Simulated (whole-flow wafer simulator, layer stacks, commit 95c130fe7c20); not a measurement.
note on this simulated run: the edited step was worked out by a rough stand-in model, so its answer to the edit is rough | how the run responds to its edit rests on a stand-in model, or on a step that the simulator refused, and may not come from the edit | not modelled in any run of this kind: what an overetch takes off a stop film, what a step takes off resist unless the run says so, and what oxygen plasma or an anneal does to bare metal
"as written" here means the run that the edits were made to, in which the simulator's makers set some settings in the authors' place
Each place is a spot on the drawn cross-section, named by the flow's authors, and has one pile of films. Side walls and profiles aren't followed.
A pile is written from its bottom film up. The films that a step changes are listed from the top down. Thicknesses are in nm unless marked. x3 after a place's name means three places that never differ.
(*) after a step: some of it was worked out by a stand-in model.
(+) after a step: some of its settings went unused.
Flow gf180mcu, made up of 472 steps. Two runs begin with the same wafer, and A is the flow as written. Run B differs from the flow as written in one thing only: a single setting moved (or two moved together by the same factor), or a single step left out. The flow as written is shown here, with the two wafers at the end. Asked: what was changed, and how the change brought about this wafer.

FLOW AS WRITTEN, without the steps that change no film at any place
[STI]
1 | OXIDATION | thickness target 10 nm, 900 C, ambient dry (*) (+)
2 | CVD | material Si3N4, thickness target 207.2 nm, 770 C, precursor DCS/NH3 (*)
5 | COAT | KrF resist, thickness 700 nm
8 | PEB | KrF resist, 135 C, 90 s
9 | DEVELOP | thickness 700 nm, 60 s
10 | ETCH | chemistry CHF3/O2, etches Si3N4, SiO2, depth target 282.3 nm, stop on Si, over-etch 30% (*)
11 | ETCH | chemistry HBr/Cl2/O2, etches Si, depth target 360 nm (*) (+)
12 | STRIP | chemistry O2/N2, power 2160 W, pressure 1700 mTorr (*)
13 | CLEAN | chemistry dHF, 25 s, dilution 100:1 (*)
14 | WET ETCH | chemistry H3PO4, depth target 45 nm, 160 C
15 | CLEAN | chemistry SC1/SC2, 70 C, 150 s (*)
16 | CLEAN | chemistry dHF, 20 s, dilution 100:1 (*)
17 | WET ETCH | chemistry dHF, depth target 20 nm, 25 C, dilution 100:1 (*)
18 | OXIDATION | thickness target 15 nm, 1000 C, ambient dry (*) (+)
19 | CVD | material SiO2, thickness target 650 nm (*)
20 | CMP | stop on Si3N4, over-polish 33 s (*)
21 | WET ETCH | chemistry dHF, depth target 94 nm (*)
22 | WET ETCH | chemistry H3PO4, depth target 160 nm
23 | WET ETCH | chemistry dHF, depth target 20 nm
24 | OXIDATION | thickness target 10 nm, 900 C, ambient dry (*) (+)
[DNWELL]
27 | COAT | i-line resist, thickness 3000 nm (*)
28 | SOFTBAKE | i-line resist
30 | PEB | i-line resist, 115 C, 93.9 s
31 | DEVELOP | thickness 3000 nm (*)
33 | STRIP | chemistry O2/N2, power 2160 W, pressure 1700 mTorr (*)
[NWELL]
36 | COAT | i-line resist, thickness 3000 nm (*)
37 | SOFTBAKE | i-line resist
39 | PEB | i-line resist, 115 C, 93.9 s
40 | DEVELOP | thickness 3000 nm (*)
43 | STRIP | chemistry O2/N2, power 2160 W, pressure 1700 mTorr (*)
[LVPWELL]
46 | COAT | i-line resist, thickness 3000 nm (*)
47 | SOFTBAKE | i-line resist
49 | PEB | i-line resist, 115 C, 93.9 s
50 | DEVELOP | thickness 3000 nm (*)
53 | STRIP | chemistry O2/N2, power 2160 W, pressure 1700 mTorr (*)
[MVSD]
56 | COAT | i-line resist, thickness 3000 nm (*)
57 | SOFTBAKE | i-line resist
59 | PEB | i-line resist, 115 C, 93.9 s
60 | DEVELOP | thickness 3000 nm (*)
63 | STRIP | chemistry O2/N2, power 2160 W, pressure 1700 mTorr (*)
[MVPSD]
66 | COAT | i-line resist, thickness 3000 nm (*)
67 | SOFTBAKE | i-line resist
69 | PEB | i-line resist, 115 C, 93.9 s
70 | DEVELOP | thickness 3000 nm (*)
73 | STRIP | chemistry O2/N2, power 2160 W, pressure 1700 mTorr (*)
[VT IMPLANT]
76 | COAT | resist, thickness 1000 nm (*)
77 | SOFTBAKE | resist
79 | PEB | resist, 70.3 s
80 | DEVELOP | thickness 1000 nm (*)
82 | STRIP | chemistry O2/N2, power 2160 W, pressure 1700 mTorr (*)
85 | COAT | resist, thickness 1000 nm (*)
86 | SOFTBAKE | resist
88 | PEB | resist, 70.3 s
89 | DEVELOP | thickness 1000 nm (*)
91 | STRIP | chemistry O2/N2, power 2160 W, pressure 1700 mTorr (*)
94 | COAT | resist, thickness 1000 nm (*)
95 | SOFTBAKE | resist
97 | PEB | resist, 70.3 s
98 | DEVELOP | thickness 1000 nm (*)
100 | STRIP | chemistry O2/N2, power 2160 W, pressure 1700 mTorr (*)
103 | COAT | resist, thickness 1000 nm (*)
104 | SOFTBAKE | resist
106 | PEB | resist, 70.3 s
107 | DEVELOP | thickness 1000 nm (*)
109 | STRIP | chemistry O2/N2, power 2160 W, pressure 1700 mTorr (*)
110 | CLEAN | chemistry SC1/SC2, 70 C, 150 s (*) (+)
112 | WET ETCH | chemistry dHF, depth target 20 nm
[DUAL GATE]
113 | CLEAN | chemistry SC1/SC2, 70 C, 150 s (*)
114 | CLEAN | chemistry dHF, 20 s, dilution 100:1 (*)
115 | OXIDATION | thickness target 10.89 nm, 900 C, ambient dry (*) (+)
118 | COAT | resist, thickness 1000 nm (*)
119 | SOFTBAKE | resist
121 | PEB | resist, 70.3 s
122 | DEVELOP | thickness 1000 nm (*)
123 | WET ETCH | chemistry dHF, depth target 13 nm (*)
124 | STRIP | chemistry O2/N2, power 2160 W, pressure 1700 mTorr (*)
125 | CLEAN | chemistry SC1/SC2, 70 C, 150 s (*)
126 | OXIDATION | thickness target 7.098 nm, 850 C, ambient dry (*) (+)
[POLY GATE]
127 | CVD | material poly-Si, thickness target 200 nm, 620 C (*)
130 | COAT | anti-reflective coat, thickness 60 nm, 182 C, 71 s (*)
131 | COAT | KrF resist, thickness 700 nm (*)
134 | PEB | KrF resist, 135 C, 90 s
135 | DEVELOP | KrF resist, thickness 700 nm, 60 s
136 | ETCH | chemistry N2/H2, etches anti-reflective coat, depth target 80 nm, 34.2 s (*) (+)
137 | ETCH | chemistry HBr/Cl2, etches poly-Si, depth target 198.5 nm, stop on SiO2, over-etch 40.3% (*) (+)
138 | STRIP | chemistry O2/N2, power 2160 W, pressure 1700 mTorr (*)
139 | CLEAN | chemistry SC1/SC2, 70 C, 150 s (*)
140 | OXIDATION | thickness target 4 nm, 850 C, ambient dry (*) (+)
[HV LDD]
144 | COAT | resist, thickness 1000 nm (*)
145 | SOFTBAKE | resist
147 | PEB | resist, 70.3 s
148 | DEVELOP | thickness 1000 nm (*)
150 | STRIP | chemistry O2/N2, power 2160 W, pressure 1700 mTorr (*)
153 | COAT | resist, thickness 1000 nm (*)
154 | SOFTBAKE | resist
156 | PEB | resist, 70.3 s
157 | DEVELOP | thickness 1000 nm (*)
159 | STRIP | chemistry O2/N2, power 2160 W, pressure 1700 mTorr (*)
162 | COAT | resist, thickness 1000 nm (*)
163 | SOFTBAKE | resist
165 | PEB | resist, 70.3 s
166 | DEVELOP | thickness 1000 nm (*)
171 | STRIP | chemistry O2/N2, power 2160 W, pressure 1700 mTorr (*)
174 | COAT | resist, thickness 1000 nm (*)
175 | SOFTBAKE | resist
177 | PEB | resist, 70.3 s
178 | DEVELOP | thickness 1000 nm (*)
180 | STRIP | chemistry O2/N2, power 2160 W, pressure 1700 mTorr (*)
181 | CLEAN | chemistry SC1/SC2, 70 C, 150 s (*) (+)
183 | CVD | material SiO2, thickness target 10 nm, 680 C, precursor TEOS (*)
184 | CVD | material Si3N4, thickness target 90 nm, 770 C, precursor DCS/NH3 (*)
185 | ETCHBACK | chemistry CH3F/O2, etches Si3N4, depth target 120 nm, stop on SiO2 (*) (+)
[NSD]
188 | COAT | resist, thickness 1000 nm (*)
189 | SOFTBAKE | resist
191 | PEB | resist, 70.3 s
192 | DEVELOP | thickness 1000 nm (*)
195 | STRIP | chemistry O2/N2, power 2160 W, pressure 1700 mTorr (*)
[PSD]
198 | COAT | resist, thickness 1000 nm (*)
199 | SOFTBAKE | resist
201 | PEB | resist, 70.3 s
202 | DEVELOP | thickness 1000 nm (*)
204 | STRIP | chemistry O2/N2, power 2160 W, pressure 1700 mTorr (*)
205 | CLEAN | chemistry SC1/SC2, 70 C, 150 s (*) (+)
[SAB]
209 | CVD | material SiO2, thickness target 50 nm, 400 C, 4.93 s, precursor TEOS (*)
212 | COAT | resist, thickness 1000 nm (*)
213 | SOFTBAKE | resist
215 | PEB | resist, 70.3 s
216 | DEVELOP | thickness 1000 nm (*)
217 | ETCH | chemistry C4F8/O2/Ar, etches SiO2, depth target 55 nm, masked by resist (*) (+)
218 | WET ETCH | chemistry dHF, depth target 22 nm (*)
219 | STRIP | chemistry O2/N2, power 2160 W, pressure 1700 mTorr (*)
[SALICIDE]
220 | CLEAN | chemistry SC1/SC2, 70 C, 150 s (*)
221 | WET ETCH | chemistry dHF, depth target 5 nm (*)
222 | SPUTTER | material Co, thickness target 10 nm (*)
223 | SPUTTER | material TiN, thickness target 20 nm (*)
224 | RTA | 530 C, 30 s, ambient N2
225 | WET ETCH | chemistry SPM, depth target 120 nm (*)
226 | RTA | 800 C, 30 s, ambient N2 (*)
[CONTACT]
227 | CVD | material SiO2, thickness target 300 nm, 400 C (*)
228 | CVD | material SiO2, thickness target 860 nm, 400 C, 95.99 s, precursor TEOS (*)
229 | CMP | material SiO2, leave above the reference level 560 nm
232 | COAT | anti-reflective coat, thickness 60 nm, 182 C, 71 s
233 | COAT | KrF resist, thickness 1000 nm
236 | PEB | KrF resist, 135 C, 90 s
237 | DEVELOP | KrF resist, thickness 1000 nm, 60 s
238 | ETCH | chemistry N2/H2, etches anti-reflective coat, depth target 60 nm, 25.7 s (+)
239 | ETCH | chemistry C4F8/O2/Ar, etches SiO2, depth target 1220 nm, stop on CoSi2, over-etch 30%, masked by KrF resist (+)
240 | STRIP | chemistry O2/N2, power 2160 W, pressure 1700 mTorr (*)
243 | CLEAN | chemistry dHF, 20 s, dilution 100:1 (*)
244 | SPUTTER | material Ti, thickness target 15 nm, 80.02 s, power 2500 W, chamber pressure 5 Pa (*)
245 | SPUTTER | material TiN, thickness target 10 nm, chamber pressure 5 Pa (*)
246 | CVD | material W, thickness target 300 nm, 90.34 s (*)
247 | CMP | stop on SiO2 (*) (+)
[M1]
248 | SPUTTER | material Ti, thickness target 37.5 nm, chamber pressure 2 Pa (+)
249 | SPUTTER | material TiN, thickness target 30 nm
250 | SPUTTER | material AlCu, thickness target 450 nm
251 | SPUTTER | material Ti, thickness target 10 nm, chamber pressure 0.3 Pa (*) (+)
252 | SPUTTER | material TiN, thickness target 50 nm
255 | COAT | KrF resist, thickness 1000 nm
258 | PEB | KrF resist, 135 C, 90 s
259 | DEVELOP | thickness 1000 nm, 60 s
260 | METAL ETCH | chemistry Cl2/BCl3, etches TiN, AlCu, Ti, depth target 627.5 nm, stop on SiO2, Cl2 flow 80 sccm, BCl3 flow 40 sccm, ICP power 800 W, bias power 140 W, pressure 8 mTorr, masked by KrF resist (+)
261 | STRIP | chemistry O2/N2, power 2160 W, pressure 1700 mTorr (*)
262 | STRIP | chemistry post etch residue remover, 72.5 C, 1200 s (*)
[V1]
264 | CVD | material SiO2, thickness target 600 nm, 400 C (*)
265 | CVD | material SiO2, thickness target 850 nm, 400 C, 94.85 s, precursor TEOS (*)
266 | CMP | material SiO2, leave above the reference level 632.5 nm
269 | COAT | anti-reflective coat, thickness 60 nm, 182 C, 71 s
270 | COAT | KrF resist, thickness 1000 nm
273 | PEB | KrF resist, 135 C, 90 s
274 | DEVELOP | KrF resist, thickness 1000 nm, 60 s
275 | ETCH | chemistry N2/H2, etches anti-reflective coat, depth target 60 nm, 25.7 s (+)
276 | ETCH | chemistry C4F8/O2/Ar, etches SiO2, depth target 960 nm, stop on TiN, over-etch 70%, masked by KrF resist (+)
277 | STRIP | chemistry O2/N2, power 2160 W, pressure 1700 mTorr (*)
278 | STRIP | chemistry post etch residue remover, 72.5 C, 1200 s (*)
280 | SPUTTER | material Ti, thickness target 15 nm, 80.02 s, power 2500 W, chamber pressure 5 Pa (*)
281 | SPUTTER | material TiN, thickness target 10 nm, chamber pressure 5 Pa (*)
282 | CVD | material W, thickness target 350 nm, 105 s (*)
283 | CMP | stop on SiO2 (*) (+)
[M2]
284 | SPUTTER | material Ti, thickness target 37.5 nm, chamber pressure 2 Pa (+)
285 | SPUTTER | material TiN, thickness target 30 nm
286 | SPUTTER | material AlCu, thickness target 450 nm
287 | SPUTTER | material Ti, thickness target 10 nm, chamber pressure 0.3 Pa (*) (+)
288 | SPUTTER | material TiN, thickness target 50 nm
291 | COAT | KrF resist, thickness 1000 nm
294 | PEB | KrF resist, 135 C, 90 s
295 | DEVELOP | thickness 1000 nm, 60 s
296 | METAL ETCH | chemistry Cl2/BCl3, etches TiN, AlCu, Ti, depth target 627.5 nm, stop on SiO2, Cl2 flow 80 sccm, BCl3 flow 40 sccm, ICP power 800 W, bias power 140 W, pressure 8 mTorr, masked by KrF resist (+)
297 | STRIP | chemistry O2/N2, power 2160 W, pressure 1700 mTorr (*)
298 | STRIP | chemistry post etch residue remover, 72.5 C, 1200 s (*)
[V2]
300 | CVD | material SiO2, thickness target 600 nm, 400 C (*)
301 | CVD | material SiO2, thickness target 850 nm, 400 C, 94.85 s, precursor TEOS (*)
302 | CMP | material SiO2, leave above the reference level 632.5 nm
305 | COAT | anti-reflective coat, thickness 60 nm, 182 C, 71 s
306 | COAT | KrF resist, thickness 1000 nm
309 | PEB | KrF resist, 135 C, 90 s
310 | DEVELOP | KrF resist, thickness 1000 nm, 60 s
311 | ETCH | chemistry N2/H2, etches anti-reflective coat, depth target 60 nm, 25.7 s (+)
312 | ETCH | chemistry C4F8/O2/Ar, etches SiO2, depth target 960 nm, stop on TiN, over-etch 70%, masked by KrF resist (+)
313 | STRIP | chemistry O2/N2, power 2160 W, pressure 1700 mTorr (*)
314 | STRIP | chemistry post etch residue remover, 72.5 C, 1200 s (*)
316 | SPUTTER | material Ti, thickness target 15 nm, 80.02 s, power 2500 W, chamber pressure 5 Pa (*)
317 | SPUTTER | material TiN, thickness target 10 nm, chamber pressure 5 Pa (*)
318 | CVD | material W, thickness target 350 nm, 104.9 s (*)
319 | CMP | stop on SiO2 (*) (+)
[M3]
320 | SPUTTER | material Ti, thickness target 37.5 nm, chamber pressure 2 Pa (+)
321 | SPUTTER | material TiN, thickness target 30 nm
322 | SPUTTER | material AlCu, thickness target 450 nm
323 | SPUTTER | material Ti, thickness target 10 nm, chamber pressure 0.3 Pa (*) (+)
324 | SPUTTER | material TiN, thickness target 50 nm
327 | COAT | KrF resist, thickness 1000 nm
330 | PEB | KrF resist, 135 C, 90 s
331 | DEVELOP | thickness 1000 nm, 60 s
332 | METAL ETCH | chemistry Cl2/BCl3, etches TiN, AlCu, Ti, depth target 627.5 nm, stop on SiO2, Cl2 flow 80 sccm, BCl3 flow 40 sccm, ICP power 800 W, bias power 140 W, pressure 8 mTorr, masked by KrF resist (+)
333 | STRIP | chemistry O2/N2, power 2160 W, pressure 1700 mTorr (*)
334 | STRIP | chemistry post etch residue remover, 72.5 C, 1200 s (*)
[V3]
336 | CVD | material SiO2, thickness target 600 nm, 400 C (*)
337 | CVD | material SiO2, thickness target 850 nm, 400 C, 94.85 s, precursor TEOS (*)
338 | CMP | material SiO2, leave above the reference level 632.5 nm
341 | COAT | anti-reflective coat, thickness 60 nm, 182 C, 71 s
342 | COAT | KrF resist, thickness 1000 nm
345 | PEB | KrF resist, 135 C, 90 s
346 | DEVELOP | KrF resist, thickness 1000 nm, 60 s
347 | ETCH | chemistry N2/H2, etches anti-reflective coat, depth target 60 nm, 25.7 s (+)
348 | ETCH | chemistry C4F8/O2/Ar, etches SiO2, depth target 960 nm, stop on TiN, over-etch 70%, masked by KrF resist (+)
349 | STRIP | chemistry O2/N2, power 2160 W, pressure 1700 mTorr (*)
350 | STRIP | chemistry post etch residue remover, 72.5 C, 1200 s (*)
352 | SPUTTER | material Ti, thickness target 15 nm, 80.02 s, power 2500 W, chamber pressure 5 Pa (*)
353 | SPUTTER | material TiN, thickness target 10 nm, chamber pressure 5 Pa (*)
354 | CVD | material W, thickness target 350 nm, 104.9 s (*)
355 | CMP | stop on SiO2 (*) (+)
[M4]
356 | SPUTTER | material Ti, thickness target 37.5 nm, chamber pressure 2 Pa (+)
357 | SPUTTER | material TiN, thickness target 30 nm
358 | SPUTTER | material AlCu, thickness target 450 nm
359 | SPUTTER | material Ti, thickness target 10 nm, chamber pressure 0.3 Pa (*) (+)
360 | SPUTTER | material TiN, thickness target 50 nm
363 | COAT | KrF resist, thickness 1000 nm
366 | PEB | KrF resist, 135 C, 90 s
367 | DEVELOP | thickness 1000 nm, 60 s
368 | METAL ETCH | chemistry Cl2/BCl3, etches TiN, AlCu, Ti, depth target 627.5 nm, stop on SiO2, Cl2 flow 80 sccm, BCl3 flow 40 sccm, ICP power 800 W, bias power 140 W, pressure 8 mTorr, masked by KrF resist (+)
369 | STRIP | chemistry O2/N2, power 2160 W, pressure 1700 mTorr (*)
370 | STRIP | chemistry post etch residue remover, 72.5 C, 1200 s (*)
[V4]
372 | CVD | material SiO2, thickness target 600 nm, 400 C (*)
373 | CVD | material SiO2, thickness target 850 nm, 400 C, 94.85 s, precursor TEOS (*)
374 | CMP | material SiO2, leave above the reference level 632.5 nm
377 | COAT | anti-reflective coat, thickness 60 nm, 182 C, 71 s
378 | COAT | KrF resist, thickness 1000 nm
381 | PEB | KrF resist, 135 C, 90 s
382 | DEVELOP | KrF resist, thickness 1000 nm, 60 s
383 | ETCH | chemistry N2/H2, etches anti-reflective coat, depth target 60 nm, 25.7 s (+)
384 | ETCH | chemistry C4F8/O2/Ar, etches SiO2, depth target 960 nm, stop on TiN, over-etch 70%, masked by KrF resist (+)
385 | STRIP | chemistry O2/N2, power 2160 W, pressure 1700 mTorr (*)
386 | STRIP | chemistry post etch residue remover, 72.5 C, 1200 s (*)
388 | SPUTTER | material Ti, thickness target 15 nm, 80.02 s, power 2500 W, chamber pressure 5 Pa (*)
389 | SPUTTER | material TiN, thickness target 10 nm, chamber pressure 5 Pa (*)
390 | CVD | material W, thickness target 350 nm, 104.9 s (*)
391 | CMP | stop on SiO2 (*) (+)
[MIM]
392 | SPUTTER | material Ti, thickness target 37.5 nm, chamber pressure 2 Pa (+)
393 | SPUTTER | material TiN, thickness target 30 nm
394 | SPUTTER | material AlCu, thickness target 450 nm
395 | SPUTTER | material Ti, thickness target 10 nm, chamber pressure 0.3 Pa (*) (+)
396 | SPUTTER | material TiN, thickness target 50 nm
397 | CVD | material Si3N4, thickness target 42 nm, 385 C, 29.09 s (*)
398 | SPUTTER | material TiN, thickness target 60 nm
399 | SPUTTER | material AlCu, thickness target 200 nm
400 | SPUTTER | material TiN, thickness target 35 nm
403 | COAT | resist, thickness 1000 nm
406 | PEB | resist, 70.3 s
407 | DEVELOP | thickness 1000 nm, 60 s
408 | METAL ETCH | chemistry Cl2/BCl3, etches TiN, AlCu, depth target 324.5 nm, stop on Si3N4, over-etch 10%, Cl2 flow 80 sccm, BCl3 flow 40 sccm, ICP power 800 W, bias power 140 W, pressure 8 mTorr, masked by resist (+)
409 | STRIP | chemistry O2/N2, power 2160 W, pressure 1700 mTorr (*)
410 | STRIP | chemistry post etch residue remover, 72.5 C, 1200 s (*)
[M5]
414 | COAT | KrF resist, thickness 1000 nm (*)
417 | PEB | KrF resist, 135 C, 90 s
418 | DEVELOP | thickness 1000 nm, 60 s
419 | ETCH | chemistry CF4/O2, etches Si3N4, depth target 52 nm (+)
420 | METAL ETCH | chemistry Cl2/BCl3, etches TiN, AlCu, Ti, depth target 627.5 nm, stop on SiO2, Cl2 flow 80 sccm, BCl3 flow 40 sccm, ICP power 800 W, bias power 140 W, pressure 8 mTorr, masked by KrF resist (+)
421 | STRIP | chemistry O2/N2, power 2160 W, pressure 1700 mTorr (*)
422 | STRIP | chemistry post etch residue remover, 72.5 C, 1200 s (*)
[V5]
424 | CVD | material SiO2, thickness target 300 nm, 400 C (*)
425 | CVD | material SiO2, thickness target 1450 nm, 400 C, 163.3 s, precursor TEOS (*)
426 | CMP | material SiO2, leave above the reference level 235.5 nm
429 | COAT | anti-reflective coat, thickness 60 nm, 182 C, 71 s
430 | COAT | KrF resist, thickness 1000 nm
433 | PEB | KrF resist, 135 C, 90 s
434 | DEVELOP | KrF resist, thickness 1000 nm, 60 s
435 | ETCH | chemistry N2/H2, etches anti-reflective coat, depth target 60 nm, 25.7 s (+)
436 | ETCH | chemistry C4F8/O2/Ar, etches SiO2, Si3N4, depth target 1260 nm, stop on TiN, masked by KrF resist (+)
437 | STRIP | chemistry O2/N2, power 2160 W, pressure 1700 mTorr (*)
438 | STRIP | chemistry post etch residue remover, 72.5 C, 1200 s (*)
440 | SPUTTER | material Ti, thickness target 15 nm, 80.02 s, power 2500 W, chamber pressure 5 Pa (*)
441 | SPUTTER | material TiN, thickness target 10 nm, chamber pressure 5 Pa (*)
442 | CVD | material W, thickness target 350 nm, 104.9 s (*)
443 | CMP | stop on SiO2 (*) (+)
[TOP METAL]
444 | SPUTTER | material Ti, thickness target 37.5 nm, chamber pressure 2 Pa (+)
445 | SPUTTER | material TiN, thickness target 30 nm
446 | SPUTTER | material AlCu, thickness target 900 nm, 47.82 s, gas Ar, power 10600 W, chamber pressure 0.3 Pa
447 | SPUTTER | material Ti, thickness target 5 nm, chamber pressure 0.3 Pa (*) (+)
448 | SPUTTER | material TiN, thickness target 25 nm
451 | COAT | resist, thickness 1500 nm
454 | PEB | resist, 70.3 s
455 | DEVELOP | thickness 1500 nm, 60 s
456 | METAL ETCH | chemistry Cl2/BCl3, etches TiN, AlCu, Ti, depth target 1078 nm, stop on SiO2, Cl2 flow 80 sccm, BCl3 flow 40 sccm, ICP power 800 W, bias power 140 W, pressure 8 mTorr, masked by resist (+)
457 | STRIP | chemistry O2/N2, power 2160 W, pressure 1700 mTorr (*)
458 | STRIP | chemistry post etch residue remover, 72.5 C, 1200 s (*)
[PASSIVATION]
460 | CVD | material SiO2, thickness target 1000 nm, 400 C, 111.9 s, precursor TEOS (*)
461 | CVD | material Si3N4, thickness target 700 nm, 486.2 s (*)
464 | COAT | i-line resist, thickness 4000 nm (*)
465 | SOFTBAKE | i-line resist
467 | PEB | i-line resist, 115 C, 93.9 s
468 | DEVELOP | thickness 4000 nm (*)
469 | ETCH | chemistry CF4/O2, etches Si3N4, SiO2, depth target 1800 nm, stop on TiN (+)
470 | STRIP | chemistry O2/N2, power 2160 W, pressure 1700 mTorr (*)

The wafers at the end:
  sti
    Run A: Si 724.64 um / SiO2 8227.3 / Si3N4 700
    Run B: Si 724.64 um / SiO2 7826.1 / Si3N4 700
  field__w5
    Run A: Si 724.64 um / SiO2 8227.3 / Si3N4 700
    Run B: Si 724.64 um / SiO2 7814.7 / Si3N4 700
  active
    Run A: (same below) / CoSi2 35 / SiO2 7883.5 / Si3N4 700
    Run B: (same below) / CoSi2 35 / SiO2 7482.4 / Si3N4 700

What caused this: step 425, CVD: thickness target 740 nm was run, though the flow has thickness target 1450 nm; step 425, CVD: 83.27 s was run, where the flow has 163.3 s.

The path from the change to this, step by step:
  425 | CVD | material SiO2, thickness target 1450 nm, 400 C, 163.3 s, precursor TEOS (*)
      field, field__w1, field__w4 and 100 more: A +1450 SiO2 | B +748.5 SiO2
      field__w2, field__w3, field__w12 and 6 more: A +1421.8 SiO2 | B +734.6 SiO2
  426 | CMP | material SiO2, leave above the reference level 235.5 nm
      field, field__w1, field__w5 and 92 more: A -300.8 SiO2 | B nothing
      field__w2, field__w3, field__w12 and 6 more: A -272.7 SiO2 | B nothing
      (as well as at 8 more places)
  429 | COAT | anti-reflective coat, thickness 60 nm, 182 C, 71 s
      field_sub__w2, field_sub__w4, ld_gate_p, ld_acc_p, ld_fp_p, ld_drift_p, ld_drn_p, ld_body_p_dnw: A +60 anti-reflective coat (new film) | B +61.6 anti-reflective coat (new film)
      p_well, sti, spacer, sd_n, pad, dice_street: A +60 anti-reflective coat (new film) | B +62.8 anti-reflective coat (new film)
      (as well as at 61 more places)
  430 | COAT | KrF resist, thickness 1000 nm
      field: A +1000 KrF resist (new film) | B +933.8 KrF resist (new film)
      field__w5: A +1000 KrF resist (new film) | B +1022.6 KrF resist (new film)
      (as well as at 28 more places)
  433 | PEB | KrF resist, 135 C, 90 s
      field__w7, gate_p: A -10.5 KrF resist | B -12 KrF resist
      ppoly_u, npoly_sal: A -10.5 KrF resist | B -11.9 KrF resist
      (as well as at 18 more places)
  434 | DEVELOP | KrF resist, thickness 1000 nm, 60 s
      contact: A -989.5 KrF resist (all of it) | B -750.8 KrF resist (all of it)
  435 | ETCH | chemistry N2/H2, etches anti-reflective coat, depth target 60 nm, 25.7 s (+)
      contact: A -60 anti-reflective coat (all of it), -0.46 SiO2 | B -9.92 anti-reflective coat (all of it), -1.75 SiO2
  437 | STRIP | chemistry O2/N2, power 2160 W, pressure 1700 mTorr (*)
      p_well, sti, spacer, sd_n, pad, dice_street: A -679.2 KrF resist (all of it), -60 anti-reflective coat (all of it) | B -680 KrF resist (all of it), -62.8 anti-reflective coat (all of it)
      ld_acc_p, ld_fp_p: A -679.2 KrF resist (all of it), -60 anti-reflective coat (all of it) | B -683 KrF resist (all of it), -61.6 anti-reflective coat (all of it)
      (as well as at 66 more places)
  440 | SPUTTER | material Ti, thickness target 15 nm, 80.02 s, power 2500 W, chamber pressure 5 Pa (*)
      field__w2: A +15 Ti (new film) | B +14.4 Ti (new film)
      contact: A +8.12 Ti (new film) | B +10.3 Ti (new film)
  441 | SPUTTER | material TiN, thickness target 10 nm, chamber pressure 5 Pa (*)
      contact: A +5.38 TiN (new film) | B +6.81 TiN (new film)
  442 | CVD | material W, thickness target 350 nm, 104.9 s (*)
      contact: A +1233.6 W (new film) | B +829.4 W (new film)
  443 | CMP | stop on SiO2 (*) (+)
      field__w3, field__w12, npoly_sal, ppoly_sal, nw_sep_fld, gate_hv5, gate_p_hv5, sti_nw: A -350 W (all of it), -10 TiN (all of it), -15 Ti (all of it), -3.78 SiO2 | B -350 W (all of it), -9.89 TiN (all of it), -5.17 Ti
      field__w2: A -350 W (all of it), -10 TiN (all of it), -15 Ti (all of it), -3.78 SiO2 | B -350.2 W (all of it), -9.57 TiN (all of it), -4.72 Ti
      (as well as at 102 more places)
  444 | SPUTTER | material Ti, thickness target 37.5 nm, chamber pressure 2 Pa (+)
      field__w2, field__w3, field__w12 and 6 more: A +37.5 Ti (new film) | B +36.9 Ti
  445 | SPUTTER | material TiN, thickness target 30 nm
      field__w2, field__w3, field__w12 and 6 more: A +30 TiN (new film) | B +29 TiN (new film)
  446 | SPUTTER | material AlCu, thickness target 900 nm, 47.82 s, gas Ar, power 10600 W, chamber pressure 0.3 Pa
      field__w2, field__w3, field__w12 and 6 more: A +900 AlCu (new film) | B +880.9 AlCu (new film)
  447 | SPUTTER | material Ti, thickness target 5 nm, chamber pressure 0.3 Pa (*) (+)
      field__w2: A +5 Ti (new film) | B +4.14 Ti (new film)
  ... 10 further steps ...
  470 | STRIP | chemistry O2/N2, power 2160 W, pressure 1700 mTorr (*)
      field__w8, m1__w1: A -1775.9 i-line resist (all of it) | B -1406.5 i-line resist (all of it)
      m1: A -1798.9 i-line resist (all of it) | B -1422.6 i-line resist (all of it)
      (as well as at 3 more places)
